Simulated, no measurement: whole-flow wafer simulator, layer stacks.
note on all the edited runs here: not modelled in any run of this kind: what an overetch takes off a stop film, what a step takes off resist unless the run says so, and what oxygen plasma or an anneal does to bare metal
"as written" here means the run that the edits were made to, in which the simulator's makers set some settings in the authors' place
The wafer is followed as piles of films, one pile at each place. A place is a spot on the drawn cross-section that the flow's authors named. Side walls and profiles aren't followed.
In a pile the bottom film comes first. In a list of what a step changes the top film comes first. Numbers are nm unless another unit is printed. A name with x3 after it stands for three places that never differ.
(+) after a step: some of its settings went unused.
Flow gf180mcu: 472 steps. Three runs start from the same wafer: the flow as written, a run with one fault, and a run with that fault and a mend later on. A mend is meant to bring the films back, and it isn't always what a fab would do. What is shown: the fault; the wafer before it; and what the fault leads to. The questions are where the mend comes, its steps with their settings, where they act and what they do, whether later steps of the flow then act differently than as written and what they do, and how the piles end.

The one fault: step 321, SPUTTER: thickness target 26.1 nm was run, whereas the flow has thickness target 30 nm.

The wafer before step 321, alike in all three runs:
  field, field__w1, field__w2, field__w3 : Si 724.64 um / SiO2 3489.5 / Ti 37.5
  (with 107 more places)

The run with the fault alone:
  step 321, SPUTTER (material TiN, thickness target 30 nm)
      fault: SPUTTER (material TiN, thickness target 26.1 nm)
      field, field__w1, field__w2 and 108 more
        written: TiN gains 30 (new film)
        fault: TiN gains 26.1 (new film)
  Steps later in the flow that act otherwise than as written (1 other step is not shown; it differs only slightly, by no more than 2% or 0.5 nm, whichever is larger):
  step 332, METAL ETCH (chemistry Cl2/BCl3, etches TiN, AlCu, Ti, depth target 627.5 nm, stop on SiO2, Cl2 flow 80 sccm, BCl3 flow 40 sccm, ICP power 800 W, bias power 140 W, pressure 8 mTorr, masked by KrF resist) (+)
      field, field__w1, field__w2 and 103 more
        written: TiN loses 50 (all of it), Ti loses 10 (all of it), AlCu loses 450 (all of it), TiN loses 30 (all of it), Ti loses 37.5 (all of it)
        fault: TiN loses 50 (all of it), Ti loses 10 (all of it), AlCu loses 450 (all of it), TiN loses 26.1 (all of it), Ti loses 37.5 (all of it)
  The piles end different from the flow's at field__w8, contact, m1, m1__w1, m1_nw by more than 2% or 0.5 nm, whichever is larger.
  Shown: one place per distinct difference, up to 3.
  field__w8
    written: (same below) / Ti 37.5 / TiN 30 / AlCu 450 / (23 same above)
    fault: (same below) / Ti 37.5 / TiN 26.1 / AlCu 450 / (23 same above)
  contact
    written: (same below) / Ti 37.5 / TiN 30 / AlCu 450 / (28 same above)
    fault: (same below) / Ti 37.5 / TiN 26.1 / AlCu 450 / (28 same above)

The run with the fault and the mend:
  The mend follows step 321.
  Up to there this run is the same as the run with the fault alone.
  step 321a, SPUTTER (material TiN, thickness target 3.9 nm) (a further turn of the flow's step 321, with different settings)
      field, field__w1, field__w2 and 108 more
        TiN gains 3.9
  Every later step of the flow that is run acts as written at every place that is followed.
  The piles end the same as the flow's at every place that both follow.
